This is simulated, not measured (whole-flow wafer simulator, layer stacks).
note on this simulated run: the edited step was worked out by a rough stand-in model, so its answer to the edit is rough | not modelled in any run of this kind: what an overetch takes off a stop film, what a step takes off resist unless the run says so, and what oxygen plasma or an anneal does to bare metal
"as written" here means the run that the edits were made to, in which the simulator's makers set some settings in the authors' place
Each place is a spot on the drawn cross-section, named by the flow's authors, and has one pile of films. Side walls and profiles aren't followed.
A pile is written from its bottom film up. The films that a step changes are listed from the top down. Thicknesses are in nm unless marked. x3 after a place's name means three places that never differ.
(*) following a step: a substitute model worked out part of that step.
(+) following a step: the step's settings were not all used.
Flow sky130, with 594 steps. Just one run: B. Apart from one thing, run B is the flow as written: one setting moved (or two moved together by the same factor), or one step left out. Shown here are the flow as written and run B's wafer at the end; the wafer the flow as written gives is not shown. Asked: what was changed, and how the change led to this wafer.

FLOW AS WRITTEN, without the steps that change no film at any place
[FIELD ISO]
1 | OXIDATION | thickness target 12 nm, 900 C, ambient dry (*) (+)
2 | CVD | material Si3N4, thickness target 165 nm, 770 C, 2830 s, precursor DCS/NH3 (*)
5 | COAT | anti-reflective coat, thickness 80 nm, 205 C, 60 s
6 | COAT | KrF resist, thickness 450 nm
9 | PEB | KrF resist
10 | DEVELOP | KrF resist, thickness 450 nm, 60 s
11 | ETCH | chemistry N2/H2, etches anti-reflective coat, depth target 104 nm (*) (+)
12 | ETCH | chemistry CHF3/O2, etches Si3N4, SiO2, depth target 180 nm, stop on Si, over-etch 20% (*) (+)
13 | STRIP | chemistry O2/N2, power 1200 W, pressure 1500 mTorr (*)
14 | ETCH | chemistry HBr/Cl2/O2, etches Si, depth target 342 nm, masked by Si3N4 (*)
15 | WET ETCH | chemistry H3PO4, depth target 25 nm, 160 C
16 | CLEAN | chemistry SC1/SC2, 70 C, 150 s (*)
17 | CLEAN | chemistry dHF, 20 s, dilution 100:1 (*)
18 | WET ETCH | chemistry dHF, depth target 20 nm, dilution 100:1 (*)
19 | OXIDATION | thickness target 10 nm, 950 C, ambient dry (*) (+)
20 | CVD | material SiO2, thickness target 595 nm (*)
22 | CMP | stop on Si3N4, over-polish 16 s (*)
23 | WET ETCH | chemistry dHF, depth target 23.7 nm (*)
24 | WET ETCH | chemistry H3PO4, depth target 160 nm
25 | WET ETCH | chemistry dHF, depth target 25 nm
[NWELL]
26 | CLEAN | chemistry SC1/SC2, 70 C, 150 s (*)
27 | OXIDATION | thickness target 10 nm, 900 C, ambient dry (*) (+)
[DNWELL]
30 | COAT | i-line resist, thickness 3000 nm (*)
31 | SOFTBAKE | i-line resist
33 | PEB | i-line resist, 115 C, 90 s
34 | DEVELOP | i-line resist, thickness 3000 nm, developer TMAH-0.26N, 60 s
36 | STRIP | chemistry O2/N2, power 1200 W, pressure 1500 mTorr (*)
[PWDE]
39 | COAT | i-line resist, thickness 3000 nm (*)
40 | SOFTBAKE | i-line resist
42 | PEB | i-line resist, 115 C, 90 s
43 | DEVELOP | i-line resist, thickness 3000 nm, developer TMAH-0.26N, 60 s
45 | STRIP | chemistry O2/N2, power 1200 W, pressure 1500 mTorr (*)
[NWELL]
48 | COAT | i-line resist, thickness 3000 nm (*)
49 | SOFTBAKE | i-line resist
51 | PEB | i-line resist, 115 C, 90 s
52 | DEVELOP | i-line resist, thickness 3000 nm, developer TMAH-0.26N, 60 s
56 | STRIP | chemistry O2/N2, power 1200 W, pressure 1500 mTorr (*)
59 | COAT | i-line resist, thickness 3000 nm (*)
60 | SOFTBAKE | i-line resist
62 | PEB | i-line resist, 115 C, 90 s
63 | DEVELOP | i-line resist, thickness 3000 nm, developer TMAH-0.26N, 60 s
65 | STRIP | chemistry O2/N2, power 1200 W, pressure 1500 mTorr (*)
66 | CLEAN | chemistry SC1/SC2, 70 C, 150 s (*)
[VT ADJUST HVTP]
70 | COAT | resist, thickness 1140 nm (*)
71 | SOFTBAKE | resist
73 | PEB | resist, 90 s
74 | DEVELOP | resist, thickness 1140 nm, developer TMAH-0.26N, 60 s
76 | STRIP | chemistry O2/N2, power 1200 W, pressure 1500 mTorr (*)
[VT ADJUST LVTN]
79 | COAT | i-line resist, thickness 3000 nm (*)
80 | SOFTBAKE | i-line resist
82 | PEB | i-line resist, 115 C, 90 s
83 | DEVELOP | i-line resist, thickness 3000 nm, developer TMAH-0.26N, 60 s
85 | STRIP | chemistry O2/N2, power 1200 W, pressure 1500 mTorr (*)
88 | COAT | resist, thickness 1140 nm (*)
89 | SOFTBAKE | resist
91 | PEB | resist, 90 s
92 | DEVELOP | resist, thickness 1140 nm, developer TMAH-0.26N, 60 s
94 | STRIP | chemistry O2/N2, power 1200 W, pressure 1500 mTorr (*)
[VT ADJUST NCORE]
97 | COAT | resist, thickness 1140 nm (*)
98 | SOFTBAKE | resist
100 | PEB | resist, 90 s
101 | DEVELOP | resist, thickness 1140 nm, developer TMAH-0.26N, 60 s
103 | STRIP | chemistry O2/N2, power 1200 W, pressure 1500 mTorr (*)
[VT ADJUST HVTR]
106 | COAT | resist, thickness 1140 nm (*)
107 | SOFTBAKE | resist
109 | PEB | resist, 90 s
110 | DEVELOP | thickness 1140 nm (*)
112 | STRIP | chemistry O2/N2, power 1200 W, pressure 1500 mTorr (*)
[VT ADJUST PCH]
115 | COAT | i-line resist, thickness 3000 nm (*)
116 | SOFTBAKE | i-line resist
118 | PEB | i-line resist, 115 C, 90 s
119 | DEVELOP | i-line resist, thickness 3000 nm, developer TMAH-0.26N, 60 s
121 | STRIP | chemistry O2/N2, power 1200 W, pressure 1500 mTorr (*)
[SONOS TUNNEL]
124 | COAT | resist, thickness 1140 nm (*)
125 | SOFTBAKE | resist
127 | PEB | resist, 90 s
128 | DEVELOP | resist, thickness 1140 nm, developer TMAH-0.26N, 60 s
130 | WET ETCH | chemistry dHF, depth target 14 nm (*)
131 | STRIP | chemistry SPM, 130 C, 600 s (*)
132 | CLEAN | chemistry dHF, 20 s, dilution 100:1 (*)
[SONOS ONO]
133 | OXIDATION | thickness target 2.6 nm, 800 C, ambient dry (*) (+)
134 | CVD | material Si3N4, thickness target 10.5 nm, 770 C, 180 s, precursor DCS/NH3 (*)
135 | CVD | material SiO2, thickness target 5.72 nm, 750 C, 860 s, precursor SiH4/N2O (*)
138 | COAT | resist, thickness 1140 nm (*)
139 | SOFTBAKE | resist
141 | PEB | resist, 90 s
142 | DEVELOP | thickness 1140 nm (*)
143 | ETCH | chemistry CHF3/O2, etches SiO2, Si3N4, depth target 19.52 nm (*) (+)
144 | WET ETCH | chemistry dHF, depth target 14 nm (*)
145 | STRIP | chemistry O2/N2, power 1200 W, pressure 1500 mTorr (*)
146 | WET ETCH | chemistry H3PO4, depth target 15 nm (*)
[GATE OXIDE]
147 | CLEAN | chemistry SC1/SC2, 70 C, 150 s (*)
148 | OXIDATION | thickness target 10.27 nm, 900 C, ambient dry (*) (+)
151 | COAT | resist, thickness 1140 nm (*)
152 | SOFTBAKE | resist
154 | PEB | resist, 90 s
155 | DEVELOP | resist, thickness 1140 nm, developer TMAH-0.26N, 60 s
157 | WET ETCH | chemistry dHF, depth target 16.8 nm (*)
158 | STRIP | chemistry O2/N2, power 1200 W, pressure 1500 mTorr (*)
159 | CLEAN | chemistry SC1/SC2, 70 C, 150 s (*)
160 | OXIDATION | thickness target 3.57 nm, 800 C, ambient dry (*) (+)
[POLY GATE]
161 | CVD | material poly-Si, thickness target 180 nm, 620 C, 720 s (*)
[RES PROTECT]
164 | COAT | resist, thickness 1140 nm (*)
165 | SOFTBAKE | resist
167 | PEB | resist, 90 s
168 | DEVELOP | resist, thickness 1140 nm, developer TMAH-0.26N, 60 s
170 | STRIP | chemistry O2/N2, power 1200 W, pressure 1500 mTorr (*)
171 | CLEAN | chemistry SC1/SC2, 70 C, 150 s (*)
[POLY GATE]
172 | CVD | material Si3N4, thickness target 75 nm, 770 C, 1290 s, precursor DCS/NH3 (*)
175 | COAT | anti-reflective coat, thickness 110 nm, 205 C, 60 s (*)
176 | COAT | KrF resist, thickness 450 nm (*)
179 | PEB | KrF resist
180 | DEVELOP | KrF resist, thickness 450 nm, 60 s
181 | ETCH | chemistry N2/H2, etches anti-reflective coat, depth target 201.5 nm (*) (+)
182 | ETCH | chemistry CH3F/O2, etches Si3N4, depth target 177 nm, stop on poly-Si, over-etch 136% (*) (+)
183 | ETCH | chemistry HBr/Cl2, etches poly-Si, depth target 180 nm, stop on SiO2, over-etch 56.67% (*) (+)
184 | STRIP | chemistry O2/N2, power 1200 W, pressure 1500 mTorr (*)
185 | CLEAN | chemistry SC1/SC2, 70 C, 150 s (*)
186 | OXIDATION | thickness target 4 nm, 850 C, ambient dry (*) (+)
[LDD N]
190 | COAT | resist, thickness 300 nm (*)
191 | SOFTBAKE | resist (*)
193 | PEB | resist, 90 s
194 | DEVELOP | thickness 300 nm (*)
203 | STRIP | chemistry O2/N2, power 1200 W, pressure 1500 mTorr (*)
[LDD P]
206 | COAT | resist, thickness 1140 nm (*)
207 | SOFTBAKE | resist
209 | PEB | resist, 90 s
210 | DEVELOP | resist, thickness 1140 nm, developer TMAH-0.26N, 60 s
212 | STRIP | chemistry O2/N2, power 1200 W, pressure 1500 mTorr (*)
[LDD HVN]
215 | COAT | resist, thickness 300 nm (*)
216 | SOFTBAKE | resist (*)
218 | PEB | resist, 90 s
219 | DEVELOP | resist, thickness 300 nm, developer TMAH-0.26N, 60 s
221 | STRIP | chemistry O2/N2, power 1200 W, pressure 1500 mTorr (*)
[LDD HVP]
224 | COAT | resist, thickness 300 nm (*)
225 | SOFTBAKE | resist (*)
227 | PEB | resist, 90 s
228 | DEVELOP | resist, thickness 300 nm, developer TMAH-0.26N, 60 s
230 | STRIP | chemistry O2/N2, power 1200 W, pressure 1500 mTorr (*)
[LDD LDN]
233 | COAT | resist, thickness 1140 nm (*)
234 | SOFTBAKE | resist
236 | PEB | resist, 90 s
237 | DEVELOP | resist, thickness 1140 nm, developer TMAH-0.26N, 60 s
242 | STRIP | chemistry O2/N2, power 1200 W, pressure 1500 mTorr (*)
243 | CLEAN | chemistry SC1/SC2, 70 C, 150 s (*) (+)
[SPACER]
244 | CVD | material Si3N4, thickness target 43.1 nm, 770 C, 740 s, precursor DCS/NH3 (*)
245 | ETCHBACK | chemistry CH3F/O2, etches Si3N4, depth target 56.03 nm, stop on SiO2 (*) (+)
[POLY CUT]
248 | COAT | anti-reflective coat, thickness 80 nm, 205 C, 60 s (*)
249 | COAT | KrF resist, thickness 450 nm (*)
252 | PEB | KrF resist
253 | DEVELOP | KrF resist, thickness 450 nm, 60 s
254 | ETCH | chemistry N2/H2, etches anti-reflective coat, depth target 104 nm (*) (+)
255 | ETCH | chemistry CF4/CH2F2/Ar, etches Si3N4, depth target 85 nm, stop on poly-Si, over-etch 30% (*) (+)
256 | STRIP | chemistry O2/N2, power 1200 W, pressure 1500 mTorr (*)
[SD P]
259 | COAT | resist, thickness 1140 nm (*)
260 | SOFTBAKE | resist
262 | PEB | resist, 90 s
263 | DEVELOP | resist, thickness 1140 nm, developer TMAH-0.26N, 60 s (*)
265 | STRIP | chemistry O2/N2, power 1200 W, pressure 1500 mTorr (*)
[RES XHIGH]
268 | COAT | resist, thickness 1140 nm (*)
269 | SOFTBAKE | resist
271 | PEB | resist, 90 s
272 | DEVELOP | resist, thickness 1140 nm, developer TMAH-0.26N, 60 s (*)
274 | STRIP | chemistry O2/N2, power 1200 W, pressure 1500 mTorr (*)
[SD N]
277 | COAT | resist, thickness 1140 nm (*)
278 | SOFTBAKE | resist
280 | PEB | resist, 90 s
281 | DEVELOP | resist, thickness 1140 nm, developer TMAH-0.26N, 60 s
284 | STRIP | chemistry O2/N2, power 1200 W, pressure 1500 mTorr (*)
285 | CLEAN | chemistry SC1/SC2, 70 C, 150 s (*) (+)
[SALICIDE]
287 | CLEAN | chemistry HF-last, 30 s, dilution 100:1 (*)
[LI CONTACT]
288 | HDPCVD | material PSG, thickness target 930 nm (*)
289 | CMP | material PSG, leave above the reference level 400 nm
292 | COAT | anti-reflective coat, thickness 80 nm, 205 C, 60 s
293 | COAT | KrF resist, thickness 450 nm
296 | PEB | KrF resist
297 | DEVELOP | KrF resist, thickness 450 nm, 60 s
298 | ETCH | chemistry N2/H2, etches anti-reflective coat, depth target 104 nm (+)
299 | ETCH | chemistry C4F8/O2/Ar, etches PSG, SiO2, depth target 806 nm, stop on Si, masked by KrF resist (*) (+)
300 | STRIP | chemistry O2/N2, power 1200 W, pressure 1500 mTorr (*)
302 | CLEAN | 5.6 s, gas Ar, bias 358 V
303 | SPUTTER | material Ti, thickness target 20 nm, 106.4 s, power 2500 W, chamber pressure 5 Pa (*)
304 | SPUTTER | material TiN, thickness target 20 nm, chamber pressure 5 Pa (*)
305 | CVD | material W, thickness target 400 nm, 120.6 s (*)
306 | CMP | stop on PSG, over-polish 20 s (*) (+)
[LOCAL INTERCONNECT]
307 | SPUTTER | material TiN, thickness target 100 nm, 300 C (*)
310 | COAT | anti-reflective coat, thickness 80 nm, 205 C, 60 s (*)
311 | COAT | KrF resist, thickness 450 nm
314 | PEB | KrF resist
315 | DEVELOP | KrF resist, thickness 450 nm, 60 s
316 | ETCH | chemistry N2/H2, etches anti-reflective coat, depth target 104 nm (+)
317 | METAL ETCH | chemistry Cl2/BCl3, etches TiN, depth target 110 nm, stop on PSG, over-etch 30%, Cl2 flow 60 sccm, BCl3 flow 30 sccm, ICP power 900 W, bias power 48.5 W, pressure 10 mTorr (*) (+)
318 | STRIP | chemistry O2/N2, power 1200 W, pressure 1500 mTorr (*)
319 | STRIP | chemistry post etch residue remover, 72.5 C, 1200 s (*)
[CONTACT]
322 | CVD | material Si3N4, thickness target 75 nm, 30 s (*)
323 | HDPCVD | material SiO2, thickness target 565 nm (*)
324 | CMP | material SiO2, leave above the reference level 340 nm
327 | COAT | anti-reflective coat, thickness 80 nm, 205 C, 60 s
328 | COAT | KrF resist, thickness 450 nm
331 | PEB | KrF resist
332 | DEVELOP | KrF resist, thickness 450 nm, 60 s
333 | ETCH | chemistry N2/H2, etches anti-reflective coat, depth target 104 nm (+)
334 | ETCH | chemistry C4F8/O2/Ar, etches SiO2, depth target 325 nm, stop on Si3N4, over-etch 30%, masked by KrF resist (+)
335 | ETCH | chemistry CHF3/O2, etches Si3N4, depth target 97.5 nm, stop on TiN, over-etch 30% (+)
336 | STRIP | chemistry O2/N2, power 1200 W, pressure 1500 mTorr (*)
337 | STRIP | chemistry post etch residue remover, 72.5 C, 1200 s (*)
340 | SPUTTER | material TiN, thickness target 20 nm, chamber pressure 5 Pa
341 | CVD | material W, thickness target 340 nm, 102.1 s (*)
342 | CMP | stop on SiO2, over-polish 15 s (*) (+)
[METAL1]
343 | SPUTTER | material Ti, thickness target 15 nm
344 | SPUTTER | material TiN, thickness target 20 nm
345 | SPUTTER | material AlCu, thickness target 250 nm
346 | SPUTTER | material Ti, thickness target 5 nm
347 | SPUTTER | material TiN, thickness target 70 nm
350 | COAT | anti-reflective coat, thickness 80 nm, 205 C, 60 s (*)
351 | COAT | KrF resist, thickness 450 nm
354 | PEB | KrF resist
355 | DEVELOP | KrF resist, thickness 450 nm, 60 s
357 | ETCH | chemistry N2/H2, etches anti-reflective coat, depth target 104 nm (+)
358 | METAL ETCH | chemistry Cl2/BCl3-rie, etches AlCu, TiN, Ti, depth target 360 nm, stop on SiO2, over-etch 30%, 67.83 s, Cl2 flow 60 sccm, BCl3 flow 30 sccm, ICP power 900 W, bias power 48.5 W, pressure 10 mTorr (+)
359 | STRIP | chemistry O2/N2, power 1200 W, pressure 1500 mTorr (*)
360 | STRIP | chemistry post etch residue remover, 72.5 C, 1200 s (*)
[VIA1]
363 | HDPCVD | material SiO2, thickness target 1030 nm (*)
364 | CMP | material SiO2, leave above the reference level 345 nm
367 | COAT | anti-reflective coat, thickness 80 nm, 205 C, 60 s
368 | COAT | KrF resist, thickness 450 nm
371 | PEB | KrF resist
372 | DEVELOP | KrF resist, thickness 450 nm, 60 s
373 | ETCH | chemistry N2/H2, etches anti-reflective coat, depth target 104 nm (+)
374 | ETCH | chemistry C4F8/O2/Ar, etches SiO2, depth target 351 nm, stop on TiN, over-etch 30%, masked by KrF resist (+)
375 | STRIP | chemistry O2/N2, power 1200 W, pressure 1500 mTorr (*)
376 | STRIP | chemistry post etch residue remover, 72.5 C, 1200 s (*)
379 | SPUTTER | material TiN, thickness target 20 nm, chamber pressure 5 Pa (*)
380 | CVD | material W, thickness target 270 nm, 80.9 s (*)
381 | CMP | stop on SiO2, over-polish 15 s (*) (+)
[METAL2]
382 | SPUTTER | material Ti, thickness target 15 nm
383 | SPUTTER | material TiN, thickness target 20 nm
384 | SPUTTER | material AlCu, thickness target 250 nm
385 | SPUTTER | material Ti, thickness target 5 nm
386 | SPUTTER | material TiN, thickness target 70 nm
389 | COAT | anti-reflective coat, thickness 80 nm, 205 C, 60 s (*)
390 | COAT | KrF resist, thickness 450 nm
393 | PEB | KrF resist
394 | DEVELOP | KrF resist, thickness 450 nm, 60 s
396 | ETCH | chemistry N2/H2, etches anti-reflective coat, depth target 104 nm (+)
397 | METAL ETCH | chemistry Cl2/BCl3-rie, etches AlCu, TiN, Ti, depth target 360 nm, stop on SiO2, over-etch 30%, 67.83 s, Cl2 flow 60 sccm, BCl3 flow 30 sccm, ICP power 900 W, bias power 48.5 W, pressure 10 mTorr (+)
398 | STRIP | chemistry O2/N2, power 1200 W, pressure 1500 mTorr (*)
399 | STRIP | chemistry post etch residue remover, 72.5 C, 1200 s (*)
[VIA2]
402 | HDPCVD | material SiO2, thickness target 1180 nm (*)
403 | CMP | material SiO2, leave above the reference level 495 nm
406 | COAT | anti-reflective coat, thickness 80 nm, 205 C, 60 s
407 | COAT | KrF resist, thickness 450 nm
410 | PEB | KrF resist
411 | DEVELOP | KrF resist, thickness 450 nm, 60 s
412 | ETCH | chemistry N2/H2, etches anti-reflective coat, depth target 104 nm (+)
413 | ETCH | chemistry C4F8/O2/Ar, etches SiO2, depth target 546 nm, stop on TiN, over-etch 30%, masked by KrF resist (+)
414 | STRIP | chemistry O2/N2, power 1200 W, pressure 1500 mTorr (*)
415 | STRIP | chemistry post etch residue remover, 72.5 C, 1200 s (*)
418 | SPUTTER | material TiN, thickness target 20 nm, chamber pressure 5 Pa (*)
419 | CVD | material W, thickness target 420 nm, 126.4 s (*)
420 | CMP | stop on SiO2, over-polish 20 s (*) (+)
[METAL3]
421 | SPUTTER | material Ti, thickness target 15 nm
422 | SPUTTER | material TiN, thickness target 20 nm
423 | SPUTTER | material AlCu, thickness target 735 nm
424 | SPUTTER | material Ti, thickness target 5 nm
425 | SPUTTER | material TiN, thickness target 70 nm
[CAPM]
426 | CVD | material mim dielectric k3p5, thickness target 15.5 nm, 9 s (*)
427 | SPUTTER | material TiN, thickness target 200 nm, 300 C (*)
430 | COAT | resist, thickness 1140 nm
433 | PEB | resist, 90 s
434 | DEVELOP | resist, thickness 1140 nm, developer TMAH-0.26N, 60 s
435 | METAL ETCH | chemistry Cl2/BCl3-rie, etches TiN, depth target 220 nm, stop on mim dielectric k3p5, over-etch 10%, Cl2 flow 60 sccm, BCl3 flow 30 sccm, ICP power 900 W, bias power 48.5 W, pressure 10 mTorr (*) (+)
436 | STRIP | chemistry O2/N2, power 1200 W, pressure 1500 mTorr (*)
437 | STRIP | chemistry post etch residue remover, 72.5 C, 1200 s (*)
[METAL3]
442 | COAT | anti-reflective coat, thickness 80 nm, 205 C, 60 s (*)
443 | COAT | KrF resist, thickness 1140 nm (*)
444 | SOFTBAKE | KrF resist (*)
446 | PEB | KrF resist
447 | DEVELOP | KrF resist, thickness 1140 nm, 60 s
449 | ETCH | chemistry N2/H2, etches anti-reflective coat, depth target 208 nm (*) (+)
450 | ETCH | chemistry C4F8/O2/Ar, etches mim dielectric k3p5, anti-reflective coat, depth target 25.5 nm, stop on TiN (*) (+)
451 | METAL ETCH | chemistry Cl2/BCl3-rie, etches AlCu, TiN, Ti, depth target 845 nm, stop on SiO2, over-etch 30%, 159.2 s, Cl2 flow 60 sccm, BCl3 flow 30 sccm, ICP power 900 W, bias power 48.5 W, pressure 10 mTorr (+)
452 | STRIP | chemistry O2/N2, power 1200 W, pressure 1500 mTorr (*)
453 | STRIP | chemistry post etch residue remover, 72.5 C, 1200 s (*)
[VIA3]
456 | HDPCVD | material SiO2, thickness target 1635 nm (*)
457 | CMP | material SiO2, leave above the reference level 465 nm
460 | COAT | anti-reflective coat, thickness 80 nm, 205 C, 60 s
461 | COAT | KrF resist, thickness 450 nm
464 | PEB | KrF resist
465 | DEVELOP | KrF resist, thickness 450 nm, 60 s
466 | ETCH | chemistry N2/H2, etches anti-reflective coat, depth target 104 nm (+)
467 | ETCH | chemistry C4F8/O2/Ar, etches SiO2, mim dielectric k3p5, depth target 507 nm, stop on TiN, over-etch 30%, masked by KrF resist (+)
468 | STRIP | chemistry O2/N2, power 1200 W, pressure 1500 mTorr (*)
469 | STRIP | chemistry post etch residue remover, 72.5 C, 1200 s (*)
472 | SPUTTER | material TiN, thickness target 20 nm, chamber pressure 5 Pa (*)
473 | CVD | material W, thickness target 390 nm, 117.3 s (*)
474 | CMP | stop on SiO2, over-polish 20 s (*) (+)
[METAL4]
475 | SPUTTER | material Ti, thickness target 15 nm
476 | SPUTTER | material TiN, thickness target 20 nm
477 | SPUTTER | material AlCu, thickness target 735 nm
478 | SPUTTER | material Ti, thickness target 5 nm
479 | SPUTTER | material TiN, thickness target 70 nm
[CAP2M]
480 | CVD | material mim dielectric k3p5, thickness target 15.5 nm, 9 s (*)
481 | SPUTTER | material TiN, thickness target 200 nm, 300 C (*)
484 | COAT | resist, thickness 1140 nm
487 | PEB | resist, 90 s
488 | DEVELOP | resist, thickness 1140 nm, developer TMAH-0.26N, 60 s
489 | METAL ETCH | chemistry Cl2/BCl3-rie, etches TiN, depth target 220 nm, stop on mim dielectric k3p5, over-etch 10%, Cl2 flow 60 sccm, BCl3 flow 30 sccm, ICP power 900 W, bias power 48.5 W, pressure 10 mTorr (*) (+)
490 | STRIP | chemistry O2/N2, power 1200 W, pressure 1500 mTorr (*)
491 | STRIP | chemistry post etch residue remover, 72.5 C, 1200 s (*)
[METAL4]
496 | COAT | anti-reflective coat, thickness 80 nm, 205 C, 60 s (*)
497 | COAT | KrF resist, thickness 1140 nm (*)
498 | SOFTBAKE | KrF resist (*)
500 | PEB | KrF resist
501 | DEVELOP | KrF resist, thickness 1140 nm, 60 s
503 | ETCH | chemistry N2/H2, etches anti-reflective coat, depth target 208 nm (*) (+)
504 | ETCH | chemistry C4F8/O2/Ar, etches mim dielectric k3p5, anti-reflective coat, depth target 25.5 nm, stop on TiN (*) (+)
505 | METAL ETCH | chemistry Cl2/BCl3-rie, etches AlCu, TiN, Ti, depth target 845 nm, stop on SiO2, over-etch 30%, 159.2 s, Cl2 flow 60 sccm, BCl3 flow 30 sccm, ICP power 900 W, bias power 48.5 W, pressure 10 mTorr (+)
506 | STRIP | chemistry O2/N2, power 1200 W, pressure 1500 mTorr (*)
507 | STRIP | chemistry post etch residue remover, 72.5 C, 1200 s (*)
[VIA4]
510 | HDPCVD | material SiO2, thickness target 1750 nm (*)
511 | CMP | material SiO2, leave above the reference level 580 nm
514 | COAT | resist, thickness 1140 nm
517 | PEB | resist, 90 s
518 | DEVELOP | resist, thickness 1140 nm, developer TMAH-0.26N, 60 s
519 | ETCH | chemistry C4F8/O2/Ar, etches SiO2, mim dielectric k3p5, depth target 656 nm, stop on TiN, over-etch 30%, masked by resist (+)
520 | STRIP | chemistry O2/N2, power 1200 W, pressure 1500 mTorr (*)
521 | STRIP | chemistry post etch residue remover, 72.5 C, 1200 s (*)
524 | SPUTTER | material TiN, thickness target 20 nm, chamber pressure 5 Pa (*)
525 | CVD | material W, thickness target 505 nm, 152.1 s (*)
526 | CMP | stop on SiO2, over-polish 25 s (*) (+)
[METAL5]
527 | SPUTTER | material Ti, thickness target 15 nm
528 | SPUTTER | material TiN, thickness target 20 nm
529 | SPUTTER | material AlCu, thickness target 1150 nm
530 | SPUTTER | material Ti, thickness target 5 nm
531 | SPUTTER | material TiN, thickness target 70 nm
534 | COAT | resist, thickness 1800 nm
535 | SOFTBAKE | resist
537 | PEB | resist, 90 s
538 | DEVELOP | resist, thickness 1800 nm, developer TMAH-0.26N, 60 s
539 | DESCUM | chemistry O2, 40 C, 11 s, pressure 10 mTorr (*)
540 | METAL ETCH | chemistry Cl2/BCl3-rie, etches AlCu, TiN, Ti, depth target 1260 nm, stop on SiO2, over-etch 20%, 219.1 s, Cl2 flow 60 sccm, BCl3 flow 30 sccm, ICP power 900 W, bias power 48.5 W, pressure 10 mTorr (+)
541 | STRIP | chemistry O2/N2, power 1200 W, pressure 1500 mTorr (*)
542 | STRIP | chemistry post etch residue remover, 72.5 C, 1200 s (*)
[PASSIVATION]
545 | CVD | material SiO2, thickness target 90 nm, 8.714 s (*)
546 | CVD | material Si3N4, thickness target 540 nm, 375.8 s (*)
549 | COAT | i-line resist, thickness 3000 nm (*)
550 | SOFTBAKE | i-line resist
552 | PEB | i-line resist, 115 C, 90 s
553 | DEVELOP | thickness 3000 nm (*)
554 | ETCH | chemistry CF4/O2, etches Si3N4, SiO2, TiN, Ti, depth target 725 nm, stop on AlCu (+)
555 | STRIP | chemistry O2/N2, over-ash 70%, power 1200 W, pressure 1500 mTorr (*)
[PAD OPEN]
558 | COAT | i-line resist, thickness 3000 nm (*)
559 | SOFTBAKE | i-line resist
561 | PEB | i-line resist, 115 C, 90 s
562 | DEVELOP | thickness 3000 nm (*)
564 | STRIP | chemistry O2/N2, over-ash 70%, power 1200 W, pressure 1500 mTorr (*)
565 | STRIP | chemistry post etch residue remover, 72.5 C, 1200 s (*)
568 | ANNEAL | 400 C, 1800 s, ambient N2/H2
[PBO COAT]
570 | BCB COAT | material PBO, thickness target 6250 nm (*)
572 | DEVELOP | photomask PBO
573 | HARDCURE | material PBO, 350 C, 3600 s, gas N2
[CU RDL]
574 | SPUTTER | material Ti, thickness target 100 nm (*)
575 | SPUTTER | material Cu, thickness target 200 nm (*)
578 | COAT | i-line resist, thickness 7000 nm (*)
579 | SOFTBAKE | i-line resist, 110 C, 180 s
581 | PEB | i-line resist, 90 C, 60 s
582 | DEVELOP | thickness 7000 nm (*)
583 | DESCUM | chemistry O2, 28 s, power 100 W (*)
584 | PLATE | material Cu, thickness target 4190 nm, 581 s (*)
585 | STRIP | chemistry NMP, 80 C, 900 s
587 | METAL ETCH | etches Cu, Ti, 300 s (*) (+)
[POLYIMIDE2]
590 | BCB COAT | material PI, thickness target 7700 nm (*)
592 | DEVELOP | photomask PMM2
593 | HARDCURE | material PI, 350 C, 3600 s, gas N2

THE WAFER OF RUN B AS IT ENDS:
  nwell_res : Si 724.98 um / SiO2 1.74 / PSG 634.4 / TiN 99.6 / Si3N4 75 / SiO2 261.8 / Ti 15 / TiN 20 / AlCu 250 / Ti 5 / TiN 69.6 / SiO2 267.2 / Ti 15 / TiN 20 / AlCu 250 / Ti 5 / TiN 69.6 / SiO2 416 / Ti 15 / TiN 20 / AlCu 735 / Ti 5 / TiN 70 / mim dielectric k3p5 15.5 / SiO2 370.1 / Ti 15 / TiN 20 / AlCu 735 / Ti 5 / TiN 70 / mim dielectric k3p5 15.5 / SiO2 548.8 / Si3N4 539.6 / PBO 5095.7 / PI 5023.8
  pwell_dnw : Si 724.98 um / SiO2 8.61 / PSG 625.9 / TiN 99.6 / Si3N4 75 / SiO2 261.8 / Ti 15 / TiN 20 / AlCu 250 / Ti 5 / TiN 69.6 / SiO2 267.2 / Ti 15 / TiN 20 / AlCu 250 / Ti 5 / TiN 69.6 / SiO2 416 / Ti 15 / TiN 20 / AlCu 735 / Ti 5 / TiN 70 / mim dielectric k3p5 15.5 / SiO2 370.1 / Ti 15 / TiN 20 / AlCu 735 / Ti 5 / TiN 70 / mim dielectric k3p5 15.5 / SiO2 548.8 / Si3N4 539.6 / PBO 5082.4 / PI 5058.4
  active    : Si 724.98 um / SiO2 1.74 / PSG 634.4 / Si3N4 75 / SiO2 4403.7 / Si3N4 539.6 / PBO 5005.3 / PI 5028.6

The reason: step 186, OXIDATION: thickness target 3 nm was run, while the flow as written has thickness target 4 nm.

Step by step, how the change led to this:
  186 | OXIDATION | thickness target 4 nm, 850 C, ambient dry (*) (+)
      active, p_well, spacer and 26 more: +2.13 SiO2, -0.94 Si (in the flow as written it would be: +1.55 SiO2, -0.68 Si)
      ndiff_dn: +2.07 SiO2, -0.91 Si (in the flow as written it would be: +1.52 SiO2, -0.67 Si)
  248 | COAT | anti-reflective coat, thickness 80 nm, 205 C, 60 s (*)
      gate_p_hv: +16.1 anti-reflective coat (new film) (in the flow as written it would be: +17 anti-reflective coat (new film))
  256 | STRIP | chemistry O2/N2, power 1200 W, pressure 1500 mTorr (*)
      gate_p_hv: -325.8 KrF resist (all of it), -16.1 anti-reflective coat (all of it) (in the flow as written it would be: -325.1 KrF resist (all of it), -17 anti-reflective coat (all of it))
  299 | ETCH | chemistry C4F8/O2/Ar, etches PSG, SiO2, depth target 806 nm, stop on Si, masked by KrF resist (*) (+)
      contact, ndiff_licon, ndiff_licon_cpp: -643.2 PSG (all of it), -1.74 SiO2 (all of it) (in the flow as written it would be: -643.6 PSG (all of it), -1.16 SiO2 (all of it))
